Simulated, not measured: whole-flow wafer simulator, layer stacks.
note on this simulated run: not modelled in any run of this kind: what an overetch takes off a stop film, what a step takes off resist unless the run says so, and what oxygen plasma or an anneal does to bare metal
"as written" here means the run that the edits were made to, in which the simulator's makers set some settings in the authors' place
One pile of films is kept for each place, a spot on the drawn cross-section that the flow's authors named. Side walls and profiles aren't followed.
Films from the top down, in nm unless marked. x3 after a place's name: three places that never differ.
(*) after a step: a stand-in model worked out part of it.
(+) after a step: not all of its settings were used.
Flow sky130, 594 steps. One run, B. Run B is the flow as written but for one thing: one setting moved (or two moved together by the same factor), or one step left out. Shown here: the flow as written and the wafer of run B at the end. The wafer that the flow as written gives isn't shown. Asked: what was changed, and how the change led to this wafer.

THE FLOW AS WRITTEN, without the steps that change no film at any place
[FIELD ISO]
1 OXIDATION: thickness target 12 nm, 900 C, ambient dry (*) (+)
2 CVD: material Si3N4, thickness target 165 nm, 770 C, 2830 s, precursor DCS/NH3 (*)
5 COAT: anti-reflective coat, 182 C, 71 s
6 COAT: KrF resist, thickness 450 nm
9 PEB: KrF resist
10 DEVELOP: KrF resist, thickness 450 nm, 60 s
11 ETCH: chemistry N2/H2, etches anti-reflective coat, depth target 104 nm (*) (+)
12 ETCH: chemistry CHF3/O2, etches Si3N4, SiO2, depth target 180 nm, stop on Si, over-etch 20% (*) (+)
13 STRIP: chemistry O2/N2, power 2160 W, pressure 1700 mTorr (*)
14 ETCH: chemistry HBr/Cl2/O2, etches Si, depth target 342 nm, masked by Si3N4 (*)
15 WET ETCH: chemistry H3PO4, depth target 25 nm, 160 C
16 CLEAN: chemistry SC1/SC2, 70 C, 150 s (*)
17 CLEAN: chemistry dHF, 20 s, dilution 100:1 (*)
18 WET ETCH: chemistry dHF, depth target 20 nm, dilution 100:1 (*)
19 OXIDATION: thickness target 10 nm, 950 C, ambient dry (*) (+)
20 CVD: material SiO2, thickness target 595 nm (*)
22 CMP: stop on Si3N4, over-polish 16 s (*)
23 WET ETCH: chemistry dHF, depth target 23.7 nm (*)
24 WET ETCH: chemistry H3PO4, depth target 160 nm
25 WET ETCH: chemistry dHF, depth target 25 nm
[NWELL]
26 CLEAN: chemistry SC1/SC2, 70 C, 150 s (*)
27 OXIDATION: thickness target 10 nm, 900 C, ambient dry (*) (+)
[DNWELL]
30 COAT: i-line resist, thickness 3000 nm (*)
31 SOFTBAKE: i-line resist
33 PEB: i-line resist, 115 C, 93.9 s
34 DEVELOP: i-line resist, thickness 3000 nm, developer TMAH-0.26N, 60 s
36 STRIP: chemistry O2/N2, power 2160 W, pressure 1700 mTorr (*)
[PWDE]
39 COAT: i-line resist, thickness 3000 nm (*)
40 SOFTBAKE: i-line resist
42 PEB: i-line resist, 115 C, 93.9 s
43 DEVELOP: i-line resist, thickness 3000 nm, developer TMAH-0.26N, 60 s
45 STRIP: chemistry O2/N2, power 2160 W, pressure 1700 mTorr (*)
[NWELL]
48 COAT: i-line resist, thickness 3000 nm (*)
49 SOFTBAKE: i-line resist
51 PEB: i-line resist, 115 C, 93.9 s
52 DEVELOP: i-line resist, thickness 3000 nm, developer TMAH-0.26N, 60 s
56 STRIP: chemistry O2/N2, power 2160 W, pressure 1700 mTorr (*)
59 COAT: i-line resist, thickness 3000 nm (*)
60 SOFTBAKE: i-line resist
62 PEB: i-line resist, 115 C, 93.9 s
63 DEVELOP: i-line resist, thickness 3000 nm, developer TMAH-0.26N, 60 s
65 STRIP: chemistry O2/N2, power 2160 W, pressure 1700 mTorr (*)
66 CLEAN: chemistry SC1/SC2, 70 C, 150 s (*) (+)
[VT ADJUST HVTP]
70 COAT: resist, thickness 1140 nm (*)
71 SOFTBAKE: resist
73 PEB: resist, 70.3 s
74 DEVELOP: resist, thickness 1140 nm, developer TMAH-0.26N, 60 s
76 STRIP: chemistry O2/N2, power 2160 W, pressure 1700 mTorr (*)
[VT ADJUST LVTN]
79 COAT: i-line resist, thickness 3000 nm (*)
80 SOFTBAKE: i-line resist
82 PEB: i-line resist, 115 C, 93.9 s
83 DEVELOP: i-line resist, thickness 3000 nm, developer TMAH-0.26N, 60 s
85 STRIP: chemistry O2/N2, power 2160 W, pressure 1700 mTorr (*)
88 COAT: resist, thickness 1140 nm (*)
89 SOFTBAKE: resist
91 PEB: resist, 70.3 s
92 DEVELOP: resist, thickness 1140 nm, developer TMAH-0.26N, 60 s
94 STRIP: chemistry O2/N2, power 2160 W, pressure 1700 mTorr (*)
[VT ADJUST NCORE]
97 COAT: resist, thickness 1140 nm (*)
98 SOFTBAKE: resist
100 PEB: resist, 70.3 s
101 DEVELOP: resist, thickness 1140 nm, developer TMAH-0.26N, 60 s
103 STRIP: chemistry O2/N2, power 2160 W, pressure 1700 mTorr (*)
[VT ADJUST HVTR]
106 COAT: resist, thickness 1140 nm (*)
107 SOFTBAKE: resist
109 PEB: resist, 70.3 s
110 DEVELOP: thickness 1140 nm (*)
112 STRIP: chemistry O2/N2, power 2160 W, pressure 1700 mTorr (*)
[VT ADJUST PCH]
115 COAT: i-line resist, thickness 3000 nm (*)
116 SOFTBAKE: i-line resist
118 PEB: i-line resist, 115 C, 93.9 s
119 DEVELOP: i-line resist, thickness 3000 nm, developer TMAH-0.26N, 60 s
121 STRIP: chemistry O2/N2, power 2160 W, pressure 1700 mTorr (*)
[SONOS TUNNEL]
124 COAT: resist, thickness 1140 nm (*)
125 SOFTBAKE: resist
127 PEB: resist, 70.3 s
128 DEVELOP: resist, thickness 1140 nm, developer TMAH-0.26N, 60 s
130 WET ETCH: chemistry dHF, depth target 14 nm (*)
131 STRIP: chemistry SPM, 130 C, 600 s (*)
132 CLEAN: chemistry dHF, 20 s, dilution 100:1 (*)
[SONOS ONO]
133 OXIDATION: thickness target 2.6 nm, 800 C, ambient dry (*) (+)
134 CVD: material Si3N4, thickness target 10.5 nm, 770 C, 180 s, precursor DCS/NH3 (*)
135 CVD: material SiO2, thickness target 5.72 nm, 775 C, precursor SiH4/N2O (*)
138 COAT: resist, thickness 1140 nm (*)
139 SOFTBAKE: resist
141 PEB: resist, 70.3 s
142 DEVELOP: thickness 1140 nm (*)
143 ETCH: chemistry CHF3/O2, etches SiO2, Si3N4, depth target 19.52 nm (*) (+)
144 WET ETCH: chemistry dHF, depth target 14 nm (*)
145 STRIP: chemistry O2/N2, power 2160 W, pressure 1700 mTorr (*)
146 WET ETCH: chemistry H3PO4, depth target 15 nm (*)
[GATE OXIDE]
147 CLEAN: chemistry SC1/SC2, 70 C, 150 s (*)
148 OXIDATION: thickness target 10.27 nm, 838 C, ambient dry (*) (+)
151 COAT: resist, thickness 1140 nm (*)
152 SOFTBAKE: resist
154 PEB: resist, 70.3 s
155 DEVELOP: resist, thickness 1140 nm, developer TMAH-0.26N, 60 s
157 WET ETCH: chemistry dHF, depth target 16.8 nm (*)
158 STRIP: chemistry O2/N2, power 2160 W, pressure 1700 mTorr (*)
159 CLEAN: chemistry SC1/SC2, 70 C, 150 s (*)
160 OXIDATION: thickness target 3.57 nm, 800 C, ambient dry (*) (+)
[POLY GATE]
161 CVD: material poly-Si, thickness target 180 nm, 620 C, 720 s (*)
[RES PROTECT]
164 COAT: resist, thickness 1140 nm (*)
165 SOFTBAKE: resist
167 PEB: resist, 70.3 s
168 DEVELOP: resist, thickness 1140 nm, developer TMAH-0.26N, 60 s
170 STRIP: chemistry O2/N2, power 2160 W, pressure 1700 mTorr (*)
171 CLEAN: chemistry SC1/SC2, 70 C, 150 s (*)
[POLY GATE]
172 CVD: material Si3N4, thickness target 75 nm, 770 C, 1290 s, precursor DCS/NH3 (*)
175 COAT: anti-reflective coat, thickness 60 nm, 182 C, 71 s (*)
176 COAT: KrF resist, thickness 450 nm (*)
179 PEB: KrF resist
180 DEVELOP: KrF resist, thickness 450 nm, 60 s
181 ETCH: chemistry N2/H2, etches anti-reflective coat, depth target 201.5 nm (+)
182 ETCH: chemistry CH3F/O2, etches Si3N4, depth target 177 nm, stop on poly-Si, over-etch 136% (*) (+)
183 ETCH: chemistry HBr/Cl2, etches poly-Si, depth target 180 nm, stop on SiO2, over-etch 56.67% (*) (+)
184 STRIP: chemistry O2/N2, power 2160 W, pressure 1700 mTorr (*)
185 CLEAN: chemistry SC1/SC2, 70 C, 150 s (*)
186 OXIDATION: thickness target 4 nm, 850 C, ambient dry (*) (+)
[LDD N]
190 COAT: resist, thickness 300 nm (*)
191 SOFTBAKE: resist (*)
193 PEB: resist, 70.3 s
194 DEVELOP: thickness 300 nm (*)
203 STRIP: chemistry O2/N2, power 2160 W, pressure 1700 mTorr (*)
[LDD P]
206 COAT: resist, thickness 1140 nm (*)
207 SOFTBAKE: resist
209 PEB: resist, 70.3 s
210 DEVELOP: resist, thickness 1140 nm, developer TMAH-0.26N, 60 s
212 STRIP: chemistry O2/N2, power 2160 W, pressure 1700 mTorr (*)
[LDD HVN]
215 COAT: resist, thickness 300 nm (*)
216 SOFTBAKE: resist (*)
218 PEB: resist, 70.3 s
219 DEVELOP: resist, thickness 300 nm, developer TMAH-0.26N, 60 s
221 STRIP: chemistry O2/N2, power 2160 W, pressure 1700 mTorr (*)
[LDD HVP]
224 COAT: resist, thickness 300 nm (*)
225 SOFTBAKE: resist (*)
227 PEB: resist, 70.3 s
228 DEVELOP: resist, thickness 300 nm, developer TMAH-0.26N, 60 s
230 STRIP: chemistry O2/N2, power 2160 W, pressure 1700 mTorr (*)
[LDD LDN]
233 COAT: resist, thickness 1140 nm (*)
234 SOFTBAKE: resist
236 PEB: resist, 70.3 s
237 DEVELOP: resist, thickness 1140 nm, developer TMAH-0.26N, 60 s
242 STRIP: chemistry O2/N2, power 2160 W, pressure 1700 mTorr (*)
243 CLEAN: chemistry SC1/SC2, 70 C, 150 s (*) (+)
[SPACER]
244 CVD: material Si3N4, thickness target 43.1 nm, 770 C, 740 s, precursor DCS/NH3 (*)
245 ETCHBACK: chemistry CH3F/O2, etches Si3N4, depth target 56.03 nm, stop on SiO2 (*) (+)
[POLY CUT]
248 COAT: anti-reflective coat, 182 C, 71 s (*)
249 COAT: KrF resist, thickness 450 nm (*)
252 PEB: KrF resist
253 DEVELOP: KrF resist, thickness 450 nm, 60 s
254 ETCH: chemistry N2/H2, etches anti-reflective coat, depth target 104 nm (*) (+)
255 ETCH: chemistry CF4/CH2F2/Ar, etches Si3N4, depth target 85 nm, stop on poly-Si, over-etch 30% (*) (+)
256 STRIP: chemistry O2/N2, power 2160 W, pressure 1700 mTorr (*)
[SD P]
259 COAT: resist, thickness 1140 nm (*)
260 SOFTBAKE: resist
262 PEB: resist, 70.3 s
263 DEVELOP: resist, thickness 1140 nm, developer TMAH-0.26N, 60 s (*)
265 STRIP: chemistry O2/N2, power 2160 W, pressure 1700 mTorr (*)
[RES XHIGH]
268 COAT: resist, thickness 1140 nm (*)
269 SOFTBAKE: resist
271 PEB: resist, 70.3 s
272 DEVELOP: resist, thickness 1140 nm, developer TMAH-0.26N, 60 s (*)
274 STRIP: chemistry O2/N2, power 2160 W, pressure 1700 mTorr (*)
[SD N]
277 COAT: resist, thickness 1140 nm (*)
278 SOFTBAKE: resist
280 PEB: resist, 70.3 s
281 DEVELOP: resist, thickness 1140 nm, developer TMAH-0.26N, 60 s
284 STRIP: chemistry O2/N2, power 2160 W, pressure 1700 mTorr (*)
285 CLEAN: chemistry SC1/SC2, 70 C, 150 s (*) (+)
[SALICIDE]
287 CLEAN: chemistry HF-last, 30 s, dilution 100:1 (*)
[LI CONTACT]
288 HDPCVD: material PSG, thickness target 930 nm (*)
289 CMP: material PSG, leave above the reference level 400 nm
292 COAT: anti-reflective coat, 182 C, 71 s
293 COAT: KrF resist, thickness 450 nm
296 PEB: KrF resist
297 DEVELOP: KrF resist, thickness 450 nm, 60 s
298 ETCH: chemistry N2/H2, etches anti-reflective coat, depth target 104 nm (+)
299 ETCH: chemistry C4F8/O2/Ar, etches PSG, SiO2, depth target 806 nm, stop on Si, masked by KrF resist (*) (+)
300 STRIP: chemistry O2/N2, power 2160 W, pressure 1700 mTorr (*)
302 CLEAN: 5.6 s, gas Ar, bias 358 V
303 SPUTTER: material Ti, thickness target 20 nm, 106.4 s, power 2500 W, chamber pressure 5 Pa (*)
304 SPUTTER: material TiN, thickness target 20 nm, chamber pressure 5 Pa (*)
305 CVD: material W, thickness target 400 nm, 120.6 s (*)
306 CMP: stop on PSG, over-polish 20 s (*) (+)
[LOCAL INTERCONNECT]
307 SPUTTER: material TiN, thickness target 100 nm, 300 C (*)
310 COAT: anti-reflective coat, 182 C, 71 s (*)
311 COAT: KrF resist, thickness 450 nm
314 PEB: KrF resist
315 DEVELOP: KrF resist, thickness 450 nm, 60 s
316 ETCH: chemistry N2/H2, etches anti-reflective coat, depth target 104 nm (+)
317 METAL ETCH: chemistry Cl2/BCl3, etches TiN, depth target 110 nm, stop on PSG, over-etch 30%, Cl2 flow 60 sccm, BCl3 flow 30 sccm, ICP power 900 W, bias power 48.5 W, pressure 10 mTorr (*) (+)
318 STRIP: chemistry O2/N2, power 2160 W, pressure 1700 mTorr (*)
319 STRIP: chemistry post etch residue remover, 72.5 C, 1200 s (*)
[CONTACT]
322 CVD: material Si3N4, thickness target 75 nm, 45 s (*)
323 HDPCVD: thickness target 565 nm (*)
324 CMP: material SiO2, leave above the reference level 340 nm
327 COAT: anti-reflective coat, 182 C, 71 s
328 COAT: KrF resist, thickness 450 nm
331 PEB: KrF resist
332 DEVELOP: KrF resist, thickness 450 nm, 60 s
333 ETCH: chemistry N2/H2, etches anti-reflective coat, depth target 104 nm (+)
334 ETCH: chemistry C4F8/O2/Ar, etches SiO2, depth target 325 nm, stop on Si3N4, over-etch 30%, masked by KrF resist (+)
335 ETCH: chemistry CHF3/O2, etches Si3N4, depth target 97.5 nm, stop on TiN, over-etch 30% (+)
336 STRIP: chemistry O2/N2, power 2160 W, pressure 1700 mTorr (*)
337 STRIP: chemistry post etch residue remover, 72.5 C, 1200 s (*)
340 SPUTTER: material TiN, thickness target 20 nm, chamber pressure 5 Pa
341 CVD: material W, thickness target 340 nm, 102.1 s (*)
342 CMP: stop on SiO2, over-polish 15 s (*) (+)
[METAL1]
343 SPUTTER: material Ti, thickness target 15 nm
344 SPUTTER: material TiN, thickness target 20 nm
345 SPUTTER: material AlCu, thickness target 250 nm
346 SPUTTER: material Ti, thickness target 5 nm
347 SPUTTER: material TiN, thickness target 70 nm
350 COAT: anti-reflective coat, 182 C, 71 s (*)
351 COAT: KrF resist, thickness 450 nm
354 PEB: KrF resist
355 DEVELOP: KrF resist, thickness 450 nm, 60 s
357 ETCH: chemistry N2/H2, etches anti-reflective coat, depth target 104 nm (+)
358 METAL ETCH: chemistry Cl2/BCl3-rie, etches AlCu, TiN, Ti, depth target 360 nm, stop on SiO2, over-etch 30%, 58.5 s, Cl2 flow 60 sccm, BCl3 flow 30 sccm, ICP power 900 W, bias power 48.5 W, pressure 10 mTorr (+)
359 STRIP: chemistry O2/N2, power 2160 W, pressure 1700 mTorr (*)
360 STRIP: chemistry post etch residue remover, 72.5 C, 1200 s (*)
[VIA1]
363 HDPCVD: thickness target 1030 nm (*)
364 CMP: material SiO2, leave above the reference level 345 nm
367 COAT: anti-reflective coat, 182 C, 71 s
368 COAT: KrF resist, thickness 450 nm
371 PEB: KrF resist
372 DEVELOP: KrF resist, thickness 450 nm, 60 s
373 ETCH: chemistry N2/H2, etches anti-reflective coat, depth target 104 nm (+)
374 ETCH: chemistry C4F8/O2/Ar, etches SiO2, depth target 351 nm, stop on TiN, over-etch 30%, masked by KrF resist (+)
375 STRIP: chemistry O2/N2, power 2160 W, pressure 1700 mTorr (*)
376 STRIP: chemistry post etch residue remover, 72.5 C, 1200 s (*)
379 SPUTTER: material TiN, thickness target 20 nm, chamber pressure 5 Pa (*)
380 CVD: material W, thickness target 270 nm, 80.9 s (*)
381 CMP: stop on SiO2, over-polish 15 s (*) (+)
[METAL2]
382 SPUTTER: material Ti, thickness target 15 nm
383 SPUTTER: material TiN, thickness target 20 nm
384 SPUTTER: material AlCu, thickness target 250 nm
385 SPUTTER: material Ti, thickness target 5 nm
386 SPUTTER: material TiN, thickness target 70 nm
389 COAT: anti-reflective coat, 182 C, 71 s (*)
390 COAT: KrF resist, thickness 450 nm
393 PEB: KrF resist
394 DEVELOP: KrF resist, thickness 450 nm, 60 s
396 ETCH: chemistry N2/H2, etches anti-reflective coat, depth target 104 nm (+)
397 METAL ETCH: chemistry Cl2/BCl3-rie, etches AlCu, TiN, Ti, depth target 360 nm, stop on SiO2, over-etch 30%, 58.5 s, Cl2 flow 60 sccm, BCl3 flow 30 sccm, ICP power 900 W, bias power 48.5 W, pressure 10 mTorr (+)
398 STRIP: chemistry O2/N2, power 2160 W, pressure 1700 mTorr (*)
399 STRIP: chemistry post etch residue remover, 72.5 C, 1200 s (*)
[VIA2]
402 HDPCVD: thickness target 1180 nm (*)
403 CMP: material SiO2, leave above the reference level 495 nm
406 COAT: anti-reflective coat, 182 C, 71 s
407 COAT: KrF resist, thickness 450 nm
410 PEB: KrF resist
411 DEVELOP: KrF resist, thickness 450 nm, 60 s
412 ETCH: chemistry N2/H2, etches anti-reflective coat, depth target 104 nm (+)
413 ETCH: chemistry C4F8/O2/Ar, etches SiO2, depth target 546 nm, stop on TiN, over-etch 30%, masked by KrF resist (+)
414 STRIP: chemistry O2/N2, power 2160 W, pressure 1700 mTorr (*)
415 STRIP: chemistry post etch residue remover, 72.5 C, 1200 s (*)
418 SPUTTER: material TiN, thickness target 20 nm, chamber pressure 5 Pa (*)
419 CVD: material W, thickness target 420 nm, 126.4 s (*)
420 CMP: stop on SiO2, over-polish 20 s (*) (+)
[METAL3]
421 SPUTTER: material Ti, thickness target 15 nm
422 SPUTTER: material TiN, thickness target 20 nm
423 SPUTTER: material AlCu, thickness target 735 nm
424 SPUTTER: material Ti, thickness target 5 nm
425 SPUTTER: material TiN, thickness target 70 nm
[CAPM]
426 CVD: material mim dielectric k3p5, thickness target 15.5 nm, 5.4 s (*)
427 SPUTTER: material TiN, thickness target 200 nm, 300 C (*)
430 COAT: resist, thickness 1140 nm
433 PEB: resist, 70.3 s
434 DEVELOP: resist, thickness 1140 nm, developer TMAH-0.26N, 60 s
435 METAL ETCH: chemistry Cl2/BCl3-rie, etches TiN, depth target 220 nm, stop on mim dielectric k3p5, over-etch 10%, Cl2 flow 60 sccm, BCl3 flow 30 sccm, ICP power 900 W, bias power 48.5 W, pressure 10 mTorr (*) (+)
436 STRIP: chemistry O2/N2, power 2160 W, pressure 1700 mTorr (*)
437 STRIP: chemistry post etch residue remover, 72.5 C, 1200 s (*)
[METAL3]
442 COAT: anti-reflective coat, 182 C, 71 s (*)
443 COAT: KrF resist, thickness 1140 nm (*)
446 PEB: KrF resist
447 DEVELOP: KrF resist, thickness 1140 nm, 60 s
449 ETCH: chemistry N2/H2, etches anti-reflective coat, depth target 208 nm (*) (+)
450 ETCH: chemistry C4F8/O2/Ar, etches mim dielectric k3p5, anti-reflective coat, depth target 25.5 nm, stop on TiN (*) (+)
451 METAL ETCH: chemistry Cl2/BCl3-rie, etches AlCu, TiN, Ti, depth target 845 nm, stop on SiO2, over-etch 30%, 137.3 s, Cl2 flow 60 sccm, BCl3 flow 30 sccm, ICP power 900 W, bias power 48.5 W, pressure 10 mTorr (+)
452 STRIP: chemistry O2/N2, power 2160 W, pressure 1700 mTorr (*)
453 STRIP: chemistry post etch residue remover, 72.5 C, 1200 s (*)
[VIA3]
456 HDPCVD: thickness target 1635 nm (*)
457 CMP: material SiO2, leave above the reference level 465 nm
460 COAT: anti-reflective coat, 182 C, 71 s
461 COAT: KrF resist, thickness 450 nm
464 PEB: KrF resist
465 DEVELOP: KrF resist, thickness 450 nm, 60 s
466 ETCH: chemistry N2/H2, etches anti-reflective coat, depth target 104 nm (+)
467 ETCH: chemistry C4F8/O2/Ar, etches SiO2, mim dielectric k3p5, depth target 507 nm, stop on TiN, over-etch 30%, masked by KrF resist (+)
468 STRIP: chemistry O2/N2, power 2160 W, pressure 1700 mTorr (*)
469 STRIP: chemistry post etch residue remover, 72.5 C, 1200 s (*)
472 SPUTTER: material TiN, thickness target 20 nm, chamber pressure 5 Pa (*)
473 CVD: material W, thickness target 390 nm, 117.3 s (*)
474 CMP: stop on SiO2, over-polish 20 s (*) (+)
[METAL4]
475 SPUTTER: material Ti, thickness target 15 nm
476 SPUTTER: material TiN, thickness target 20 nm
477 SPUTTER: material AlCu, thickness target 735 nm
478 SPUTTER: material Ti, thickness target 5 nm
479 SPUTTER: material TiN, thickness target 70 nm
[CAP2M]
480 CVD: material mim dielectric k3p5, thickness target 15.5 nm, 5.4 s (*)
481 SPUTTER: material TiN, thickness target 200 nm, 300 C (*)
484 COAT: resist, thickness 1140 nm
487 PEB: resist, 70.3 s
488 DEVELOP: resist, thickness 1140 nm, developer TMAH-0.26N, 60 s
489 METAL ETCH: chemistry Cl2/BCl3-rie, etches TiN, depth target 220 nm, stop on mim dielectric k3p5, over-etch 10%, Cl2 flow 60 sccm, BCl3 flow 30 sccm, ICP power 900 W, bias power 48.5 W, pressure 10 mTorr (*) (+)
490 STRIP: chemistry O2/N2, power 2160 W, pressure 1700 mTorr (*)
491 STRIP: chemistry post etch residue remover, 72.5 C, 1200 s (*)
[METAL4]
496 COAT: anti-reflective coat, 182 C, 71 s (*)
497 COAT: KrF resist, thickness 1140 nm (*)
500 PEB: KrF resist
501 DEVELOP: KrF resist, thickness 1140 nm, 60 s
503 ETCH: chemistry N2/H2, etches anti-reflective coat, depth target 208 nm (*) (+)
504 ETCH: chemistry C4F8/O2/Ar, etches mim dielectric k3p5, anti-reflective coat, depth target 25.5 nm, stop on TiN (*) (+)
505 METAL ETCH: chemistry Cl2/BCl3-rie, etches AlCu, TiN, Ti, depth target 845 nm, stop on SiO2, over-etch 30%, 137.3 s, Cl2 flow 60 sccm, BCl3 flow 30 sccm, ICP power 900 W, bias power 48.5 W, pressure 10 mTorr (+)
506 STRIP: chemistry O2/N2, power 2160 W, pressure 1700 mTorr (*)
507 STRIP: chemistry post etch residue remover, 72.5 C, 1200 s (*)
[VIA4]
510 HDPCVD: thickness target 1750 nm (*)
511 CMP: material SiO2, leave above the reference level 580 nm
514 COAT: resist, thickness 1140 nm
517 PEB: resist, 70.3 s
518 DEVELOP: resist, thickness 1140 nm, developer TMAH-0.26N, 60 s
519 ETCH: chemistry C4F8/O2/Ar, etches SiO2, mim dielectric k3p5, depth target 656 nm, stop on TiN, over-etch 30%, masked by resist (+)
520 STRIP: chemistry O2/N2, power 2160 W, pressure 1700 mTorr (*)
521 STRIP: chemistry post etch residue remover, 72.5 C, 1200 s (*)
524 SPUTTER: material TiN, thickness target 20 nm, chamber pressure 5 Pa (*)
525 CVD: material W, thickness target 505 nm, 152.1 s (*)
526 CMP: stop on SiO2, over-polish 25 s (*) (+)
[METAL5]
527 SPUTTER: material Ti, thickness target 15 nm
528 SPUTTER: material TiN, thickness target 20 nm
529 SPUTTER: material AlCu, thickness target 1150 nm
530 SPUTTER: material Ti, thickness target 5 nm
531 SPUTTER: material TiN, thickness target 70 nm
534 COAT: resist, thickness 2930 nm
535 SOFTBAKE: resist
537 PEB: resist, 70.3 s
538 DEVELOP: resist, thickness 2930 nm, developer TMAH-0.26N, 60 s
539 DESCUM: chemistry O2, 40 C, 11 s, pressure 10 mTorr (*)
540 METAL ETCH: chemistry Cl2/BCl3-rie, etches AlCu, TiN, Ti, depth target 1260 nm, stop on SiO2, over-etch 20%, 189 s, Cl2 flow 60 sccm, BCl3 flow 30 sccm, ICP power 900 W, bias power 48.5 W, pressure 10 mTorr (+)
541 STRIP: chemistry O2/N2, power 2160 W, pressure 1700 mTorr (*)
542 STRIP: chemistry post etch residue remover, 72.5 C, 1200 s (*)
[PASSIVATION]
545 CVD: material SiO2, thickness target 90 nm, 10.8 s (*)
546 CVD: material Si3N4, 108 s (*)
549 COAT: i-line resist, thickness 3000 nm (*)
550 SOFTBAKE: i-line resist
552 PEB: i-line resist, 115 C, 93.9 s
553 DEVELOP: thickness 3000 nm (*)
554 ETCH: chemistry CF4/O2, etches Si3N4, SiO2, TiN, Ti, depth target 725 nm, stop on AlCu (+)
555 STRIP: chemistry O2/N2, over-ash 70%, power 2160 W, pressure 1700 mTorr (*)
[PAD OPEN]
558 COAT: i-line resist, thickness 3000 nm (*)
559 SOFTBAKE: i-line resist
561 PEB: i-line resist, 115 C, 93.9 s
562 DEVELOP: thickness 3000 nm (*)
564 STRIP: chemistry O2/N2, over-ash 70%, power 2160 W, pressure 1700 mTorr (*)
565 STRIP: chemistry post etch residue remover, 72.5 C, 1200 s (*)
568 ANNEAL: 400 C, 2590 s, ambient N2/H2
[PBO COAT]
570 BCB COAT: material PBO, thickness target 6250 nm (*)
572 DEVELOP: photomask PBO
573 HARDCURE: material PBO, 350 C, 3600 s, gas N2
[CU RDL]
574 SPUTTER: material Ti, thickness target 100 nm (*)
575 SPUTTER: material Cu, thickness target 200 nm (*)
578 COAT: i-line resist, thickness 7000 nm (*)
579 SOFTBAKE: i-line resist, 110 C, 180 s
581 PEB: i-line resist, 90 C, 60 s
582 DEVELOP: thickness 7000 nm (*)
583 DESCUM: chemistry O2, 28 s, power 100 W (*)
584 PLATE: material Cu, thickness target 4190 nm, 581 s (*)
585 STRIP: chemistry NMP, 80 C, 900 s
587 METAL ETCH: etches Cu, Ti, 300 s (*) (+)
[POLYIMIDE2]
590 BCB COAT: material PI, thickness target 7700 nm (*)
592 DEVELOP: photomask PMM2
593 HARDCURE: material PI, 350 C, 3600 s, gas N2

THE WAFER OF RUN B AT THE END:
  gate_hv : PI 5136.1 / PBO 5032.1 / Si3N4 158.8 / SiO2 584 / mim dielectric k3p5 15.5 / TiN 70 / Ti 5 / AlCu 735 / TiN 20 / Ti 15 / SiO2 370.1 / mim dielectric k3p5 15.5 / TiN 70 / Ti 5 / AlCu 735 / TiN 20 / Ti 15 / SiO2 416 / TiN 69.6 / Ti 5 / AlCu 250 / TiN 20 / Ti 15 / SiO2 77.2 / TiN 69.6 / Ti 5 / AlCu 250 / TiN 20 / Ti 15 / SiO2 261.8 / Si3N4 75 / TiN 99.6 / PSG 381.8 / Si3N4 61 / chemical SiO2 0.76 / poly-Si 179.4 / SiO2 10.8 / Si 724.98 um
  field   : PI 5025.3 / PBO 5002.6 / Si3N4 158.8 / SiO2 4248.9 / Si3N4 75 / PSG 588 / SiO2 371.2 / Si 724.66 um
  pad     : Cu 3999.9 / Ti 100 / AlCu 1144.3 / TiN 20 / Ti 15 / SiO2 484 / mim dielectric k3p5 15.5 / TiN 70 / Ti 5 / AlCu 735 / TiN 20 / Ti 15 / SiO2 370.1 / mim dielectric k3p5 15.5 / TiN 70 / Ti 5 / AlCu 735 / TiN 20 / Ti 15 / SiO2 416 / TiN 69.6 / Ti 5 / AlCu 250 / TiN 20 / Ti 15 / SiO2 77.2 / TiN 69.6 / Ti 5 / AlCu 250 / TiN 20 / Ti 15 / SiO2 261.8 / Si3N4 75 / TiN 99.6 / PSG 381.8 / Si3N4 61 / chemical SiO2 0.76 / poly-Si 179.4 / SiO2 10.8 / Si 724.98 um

The cause: step 364, CMP: leave above the reference level 155 nm was run, where the flow has leave above the reference level 345 nm.

How the change led to this, step by step:
  364 CMP: material SiO2, leave above the reference level 345 nm
      n_well, p_well, gate_hv and 100 more: SiO2 -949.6 (as written it would be: SiO2 -759.6)
      field, active, gate and 81 more: SiO2 -579.1 (as written it would be: SiO2 -389.1)
      (and at 4 more places)
  374 ETCH: chemistry C4F8/O2/Ar, etches SiO2, depth target 351 nm, stop on TiN, over-etch 30%, masked by KrF resist (+)
      field, active, n_well and 186 more: KrF resist -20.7 (as written it would be: KrF resist -70.1)
      m1, via1_hole: SiO2 -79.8 (all of it) (as written it would be: SiO2 -269.8 (all of it))
  375 STRIP: chemistry O2/N2, power 2160 W, pressure 1700 mTorr (*)
      field, active, n_well and 186 more: KrF resist -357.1 (all of it), anti-reflective coat -80 (all of it) (as written it would be: KrF resist -307.7 (all of it), anti-reflective coat -80 (all of it))
  379 SPUTTER: material TiN, thickness target 20 nm, chamber pressure 5 Pa (*)
      m1: TiN +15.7 (as written it would be: TiN +11)
      via1_hole: TiN +15.7 (as written it would be: TiN +10.9)
  380 CVD: material W, thickness target 270 nm, 80.9 s (*)
      m1, via1_hole: W +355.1 (new film) (as written it would be: W +549.9 (new film))
